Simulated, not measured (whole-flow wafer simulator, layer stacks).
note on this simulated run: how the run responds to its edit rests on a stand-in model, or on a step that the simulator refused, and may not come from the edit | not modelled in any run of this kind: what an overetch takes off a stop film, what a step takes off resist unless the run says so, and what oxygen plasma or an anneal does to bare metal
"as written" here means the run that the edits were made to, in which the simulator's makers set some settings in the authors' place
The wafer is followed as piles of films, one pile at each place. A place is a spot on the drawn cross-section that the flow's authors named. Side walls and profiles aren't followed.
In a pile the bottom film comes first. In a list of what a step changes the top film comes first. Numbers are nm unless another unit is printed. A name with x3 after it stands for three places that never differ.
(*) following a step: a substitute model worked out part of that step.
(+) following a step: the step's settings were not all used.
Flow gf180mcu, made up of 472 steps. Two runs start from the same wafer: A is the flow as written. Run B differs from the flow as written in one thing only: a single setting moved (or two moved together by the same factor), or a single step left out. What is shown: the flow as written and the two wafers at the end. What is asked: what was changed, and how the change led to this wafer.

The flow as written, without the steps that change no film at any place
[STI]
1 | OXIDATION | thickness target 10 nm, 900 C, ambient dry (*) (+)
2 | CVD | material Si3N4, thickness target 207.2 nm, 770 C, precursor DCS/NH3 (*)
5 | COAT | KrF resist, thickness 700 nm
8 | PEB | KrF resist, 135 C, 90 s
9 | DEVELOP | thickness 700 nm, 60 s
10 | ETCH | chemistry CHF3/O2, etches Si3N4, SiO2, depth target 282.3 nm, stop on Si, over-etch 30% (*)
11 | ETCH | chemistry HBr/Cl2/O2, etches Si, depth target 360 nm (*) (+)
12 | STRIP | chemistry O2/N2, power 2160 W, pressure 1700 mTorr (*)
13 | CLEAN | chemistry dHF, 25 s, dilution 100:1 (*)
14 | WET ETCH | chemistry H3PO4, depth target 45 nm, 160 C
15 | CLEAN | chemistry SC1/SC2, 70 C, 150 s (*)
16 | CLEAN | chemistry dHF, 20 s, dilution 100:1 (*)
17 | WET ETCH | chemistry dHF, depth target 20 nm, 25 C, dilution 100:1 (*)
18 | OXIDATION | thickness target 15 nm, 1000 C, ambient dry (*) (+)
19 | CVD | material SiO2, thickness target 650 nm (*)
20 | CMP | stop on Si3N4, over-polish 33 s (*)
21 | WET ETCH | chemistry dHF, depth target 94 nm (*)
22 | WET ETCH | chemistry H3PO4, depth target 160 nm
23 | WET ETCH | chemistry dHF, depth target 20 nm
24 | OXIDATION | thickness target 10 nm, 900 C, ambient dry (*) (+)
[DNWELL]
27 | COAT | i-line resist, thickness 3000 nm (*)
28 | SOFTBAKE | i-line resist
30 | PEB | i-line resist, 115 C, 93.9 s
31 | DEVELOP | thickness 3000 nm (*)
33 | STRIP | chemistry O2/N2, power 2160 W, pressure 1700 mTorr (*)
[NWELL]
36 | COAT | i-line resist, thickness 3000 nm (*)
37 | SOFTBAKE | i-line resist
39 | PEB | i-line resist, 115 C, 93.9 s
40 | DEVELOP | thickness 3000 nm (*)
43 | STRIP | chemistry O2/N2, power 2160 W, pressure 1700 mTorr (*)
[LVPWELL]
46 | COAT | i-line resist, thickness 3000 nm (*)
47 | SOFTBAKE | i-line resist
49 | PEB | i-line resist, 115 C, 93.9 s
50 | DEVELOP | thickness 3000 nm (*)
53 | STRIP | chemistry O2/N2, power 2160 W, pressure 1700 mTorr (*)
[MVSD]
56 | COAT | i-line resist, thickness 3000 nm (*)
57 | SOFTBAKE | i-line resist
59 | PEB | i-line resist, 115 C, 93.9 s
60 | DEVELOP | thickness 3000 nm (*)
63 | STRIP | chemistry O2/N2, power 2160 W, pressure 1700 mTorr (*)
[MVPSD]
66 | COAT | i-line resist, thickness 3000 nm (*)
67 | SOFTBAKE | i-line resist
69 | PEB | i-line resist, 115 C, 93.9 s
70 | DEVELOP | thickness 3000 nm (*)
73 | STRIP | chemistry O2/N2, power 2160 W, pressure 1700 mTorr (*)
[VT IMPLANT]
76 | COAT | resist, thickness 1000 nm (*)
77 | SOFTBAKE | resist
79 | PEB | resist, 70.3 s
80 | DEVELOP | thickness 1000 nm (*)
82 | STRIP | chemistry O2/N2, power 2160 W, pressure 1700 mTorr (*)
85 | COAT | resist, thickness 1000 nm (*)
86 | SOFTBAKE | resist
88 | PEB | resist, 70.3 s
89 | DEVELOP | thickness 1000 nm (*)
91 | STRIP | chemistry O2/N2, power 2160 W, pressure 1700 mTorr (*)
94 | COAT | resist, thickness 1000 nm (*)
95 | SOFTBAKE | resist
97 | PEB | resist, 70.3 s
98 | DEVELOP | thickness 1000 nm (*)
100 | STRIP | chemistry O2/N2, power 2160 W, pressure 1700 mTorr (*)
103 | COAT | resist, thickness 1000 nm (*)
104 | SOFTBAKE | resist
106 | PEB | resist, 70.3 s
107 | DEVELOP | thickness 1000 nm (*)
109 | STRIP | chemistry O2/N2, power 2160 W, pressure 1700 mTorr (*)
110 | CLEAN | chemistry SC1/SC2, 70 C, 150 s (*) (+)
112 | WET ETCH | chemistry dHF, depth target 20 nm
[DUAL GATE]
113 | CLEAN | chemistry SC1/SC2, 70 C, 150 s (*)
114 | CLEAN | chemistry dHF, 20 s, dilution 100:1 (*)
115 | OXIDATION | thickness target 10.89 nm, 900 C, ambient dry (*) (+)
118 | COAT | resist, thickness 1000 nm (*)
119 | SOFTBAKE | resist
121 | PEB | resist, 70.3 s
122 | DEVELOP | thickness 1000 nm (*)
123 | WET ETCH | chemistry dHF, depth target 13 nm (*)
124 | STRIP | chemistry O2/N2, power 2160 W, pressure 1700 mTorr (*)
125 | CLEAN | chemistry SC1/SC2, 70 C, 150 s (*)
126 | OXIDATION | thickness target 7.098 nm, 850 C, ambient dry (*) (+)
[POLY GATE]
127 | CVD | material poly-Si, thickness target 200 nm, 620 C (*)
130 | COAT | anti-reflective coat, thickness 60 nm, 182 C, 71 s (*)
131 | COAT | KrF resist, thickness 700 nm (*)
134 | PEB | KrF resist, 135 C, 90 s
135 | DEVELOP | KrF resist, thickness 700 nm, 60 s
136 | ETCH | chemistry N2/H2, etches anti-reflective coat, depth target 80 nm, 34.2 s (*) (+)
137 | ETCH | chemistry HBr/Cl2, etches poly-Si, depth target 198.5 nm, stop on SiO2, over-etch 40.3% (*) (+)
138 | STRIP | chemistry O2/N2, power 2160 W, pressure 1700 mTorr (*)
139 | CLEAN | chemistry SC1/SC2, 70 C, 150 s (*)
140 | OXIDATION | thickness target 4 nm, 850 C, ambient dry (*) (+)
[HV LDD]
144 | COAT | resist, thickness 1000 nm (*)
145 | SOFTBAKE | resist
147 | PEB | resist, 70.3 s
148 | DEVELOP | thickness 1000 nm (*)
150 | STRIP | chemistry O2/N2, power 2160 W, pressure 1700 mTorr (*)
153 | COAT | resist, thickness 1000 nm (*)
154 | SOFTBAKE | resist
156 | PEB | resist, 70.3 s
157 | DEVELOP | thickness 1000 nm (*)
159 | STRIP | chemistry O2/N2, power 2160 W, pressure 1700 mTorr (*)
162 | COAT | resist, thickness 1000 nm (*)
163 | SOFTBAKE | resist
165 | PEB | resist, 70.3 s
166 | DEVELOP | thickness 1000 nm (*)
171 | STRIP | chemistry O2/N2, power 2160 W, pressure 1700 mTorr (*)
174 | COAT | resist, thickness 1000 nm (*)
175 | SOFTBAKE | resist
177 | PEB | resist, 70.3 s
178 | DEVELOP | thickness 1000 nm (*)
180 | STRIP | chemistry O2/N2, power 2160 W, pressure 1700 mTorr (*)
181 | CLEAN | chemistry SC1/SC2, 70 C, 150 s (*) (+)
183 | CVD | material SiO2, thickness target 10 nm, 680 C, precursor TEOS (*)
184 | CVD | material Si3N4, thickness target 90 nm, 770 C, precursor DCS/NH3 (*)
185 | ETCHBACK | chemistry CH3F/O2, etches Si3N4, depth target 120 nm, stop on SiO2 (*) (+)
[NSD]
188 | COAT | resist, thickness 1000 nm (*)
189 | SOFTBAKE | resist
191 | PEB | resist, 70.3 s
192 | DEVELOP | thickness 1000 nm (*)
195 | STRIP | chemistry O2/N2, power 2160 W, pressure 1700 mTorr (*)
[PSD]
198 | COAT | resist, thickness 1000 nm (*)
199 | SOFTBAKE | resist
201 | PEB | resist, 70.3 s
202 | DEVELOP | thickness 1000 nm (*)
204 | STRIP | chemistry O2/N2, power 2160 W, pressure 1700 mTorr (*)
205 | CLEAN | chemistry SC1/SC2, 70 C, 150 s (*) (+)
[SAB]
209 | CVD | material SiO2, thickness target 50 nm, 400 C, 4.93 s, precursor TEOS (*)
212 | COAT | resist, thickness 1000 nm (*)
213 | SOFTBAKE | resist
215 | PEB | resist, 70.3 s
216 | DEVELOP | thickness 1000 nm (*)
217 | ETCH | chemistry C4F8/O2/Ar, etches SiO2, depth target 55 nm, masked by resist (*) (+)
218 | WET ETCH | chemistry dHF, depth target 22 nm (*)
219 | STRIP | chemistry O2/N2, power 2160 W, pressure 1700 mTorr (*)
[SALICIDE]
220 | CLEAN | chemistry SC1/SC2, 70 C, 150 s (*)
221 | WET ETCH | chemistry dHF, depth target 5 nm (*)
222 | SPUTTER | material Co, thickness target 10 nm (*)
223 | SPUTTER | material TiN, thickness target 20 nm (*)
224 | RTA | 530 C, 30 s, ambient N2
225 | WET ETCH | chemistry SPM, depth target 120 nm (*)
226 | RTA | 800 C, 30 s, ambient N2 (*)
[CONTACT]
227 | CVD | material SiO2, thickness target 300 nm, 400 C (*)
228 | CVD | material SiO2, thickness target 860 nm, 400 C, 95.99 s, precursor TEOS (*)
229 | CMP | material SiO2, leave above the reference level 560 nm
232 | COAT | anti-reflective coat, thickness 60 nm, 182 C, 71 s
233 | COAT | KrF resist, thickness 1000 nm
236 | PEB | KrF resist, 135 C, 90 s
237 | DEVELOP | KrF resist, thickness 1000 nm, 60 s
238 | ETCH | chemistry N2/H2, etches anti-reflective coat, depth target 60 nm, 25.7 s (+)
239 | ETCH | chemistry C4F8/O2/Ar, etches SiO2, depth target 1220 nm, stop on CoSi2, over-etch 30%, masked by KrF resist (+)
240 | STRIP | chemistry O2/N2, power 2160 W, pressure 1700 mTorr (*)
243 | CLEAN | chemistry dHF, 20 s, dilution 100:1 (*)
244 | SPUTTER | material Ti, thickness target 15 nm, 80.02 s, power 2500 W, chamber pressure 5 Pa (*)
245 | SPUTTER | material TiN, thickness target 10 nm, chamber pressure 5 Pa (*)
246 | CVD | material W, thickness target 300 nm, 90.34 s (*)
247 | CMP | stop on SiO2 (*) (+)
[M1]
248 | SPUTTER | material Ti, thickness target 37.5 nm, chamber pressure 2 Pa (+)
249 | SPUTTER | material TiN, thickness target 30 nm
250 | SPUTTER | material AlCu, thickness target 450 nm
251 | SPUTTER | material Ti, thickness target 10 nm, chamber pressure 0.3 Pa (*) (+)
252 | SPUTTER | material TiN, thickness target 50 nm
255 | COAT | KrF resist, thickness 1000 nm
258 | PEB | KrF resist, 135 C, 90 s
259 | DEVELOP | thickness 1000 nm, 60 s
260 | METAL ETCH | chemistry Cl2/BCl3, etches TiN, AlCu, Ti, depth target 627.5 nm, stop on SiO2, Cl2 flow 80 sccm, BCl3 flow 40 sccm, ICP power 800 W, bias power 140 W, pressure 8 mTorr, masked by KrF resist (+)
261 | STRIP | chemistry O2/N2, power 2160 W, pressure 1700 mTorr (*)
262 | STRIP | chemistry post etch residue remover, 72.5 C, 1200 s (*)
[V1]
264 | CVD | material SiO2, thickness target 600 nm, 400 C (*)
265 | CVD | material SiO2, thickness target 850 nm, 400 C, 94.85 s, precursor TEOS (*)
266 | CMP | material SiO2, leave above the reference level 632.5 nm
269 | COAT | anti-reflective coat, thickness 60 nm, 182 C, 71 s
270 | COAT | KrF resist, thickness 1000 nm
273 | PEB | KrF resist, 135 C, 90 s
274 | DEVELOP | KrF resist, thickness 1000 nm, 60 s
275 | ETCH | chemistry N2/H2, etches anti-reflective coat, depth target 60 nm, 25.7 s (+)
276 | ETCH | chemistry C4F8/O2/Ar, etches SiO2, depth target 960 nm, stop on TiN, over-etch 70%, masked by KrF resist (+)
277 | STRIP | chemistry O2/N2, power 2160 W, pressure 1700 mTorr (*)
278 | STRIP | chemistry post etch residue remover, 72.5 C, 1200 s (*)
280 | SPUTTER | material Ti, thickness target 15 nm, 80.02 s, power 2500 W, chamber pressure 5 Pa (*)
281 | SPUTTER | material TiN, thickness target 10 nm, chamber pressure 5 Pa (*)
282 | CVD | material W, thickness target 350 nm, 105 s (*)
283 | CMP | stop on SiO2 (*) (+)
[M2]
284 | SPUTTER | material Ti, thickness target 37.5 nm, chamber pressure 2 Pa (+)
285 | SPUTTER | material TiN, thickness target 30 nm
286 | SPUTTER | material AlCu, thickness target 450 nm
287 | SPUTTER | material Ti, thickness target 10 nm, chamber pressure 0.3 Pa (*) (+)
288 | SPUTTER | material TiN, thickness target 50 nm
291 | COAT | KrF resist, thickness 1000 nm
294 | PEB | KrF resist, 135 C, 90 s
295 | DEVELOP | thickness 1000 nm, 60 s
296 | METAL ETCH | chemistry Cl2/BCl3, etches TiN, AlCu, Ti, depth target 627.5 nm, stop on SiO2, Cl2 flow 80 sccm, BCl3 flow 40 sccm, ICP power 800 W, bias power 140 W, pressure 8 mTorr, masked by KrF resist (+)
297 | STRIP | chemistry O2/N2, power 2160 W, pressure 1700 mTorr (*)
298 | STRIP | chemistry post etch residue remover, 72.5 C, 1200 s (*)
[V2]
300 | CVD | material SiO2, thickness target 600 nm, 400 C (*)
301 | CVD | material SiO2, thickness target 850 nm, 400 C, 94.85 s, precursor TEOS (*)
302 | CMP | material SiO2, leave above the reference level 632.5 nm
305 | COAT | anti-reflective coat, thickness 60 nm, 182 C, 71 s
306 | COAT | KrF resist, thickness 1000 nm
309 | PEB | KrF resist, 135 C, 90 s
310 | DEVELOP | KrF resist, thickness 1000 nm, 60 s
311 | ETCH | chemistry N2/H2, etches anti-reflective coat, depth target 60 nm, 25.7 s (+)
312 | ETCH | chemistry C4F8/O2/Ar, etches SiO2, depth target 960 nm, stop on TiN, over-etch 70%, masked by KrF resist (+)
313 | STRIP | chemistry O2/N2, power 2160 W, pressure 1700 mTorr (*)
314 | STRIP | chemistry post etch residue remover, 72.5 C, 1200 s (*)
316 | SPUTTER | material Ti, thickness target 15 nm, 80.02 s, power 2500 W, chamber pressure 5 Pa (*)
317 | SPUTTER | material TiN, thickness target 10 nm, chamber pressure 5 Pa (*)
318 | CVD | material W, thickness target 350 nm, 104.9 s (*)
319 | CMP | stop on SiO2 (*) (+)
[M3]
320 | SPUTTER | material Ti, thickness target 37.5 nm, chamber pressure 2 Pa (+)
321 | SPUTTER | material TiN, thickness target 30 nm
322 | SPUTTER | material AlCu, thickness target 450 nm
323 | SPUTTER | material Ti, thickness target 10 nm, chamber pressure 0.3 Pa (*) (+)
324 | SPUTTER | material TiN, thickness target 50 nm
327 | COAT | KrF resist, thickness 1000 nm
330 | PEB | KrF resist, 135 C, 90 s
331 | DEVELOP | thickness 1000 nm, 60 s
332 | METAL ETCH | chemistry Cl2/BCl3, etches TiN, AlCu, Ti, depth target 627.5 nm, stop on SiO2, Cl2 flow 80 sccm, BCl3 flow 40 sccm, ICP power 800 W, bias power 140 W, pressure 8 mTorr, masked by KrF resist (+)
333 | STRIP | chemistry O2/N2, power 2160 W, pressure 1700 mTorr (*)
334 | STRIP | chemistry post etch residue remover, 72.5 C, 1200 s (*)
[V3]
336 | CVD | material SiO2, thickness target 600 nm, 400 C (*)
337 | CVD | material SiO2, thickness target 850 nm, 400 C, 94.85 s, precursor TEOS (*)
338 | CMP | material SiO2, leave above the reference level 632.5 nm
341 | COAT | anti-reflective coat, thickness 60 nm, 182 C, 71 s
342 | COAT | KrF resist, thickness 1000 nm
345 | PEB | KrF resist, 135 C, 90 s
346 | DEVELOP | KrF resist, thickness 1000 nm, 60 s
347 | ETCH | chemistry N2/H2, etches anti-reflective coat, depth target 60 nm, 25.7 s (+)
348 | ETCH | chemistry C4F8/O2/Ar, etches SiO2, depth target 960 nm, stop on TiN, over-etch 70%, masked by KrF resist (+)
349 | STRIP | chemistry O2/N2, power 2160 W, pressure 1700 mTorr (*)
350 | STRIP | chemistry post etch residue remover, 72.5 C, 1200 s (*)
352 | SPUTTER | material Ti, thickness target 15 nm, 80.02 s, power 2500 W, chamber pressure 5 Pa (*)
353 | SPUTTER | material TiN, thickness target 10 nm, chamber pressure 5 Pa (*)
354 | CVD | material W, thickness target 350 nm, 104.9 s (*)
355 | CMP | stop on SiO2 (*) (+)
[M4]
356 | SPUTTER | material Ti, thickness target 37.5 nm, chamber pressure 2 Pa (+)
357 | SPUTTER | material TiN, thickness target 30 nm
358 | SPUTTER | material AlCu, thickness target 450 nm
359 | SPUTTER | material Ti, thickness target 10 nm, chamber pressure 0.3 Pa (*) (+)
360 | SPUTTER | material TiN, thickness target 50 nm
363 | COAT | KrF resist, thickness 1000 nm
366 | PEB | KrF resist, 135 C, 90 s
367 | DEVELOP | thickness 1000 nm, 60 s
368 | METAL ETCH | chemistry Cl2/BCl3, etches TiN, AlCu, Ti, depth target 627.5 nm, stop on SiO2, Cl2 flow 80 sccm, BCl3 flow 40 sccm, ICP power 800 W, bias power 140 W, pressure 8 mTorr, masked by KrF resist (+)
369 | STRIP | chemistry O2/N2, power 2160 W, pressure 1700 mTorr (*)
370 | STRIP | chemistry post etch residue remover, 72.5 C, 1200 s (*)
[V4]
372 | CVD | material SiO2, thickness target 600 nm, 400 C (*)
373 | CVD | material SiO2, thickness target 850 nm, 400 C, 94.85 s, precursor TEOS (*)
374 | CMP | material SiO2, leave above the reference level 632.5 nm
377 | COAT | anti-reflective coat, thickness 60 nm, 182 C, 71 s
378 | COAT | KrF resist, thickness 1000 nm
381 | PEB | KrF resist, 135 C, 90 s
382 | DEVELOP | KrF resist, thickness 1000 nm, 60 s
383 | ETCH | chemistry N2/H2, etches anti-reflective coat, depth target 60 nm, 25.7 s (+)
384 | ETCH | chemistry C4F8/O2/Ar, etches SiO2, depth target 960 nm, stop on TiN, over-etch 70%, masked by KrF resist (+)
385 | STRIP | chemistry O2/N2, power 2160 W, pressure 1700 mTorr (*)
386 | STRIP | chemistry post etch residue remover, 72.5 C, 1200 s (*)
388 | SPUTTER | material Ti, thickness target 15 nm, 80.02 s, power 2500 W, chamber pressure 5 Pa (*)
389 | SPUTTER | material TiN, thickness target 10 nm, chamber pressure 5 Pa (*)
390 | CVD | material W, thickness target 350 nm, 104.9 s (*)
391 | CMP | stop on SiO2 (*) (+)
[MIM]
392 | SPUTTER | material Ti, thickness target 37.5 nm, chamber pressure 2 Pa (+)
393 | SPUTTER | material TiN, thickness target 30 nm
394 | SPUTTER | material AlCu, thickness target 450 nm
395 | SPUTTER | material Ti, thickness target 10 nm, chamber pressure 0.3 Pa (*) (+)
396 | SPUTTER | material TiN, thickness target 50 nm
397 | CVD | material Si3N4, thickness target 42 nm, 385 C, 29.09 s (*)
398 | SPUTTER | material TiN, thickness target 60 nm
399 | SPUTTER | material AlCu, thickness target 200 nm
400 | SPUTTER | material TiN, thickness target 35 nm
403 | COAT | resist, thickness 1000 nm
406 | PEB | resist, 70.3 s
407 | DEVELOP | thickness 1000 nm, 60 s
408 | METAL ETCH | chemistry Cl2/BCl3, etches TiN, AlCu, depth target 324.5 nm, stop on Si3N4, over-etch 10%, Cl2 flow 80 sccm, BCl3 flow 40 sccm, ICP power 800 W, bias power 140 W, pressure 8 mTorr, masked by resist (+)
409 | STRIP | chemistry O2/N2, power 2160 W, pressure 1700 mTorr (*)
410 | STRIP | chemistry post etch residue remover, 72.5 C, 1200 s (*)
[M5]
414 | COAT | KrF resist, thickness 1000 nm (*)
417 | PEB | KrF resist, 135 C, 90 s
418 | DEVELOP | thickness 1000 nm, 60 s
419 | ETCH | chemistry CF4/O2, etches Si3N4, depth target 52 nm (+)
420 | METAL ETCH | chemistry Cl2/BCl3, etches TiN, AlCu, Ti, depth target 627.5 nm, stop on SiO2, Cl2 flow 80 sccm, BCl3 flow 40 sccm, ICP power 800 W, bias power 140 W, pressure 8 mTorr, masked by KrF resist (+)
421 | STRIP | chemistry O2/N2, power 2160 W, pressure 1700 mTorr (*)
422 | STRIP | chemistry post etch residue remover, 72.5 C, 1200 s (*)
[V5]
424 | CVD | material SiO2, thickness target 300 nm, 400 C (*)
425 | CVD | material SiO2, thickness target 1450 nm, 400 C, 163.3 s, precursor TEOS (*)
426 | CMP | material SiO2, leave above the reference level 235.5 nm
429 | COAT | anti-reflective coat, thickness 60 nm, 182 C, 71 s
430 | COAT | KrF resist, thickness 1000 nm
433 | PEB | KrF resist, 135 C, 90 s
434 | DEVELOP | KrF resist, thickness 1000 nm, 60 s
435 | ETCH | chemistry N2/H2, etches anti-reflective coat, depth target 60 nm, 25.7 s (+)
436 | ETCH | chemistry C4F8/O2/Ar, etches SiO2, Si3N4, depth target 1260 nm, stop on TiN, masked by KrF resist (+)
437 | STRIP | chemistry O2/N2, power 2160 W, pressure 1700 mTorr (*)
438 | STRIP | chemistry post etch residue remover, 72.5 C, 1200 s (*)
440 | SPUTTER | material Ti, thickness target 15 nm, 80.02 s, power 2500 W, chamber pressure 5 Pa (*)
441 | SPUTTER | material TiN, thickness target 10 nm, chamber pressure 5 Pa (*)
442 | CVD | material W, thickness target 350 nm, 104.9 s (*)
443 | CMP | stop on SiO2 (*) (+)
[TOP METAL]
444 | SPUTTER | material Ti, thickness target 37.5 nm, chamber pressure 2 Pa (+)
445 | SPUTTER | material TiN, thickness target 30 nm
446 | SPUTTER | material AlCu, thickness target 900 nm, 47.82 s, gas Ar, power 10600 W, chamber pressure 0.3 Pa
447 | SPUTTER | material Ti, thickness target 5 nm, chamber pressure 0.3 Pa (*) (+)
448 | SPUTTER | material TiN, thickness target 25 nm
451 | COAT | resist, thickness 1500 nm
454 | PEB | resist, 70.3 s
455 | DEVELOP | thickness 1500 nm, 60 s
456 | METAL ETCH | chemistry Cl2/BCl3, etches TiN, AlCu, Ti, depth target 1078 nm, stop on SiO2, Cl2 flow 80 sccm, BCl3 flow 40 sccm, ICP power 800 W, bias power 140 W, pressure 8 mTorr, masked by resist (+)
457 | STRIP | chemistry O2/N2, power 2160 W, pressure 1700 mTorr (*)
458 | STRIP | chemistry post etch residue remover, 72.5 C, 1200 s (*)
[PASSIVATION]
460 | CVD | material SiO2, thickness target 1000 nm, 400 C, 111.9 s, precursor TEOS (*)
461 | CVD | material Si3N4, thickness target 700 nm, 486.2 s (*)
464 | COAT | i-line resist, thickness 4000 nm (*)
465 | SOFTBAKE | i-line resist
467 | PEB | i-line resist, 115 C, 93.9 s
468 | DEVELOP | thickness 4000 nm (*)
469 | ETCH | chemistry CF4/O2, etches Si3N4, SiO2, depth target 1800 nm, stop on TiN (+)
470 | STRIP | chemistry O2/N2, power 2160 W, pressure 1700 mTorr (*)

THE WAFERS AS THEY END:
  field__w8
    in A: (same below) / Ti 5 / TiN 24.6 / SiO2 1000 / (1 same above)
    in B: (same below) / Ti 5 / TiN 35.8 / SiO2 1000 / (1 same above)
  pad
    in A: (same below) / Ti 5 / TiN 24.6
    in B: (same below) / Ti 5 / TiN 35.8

The reason: step 448, SPUTTER: thickness target 36.2 nm was run, whereas the flow has thickness target 25 nm.

How this came from the change, step by step:
  448 | SPUTTER | material TiN, thickness target 25 nm
      field, field__w1, field__w2 and 109 more: A TiN gains 25 (new film) | B TiN gains 36.2 (new film)
  456 | METAL ETCH | chemistry Cl2/BCl3, etches TiN, AlCu, Ti, depth target 1078 nm, stop on SiO2, Cl2 flow 80 sccm, BCl3 flow 40 sccm, ICP power 800 W, bias power 140 W, pressure 8 mTorr, masked by resist (+)
      field, field__w1, field__w2 and 103 more: A TiN loses 25 (all of it), Ti loses 5 (all of it), AlCu loses 900 (all of it), TiN loses 30 (all of it), Ti loses 37.5 (all of it) | B TiN loses 36.2 (all of it), Ti loses 5 (all of it), AlCu loses 900 (all of it), TiN loses 30 (all of it), Ti loses 37.5 (all of it)
  465 | SOFTBAKE | i-line resist
      gate: A i-line resist gains 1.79 | B i-line resist loses 0.28
      field__w11, field__w13: A i-line resist gains 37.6 | B i-line resist gains 31.5
      (as well as at 57 more places)
